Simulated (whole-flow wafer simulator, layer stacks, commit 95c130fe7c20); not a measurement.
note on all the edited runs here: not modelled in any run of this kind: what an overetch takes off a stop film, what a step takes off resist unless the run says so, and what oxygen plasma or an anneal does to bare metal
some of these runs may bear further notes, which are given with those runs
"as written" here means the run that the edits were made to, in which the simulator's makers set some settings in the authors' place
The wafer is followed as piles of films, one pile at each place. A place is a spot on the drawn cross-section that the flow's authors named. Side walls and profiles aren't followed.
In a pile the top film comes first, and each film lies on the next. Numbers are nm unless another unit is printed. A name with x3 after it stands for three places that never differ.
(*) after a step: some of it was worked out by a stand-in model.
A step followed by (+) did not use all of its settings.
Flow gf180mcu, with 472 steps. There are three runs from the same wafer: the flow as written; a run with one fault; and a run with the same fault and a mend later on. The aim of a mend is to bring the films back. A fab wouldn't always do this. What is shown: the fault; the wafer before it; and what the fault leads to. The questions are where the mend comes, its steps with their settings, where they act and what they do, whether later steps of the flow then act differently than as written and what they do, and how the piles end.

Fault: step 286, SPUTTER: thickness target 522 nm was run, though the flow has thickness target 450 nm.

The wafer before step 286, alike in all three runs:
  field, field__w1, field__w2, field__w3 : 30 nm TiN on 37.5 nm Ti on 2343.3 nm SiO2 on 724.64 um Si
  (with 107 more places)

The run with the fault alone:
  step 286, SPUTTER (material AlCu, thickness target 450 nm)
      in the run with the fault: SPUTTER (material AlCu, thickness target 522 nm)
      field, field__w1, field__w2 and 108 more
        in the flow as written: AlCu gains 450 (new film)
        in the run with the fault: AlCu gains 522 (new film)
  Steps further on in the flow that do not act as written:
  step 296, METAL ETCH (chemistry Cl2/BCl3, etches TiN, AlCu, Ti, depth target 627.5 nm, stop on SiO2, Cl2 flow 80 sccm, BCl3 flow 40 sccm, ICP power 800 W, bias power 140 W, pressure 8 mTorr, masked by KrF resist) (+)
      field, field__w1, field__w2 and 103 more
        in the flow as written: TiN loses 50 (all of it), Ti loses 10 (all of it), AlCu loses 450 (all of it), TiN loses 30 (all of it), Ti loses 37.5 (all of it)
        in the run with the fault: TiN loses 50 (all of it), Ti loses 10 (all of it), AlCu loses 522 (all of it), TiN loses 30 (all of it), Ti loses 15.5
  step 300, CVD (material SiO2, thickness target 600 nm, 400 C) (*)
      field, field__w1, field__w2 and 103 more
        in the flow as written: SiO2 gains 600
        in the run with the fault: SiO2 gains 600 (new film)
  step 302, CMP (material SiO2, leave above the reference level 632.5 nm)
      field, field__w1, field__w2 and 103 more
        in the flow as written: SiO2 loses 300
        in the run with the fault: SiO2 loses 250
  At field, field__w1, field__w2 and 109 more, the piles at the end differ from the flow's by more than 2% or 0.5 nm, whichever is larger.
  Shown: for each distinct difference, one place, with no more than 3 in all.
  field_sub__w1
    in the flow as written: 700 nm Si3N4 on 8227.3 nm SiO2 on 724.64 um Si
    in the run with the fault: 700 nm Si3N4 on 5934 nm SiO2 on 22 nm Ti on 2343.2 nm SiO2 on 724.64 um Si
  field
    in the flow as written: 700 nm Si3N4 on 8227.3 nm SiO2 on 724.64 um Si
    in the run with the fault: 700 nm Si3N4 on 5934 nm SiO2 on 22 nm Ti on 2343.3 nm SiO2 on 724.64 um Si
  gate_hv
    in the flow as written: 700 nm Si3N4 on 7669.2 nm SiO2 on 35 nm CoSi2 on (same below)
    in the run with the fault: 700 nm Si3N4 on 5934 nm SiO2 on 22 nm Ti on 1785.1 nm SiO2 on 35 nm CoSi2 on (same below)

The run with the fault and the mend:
  The mend stands after step 286.
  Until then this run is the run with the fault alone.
  step 286a, METAL ETCH (chemistry Cl2/BCl3, etches TiN, AlCu, Ti, depth target 72 nm, Cl2 flow 80 sccm, BCl3 flow 40 sccm, ICP power 800 W, bias power 140 W, pressure 8 mTorr) (a further turn of the flow's step 260, with different settings)
      field, field__w1, field__w2 and 108 more
        AlCu loses 72
  None of the later steps of the flow acts differently than as written at any place that is followed.
  The piles end the same as the flow's at every place that both follow.
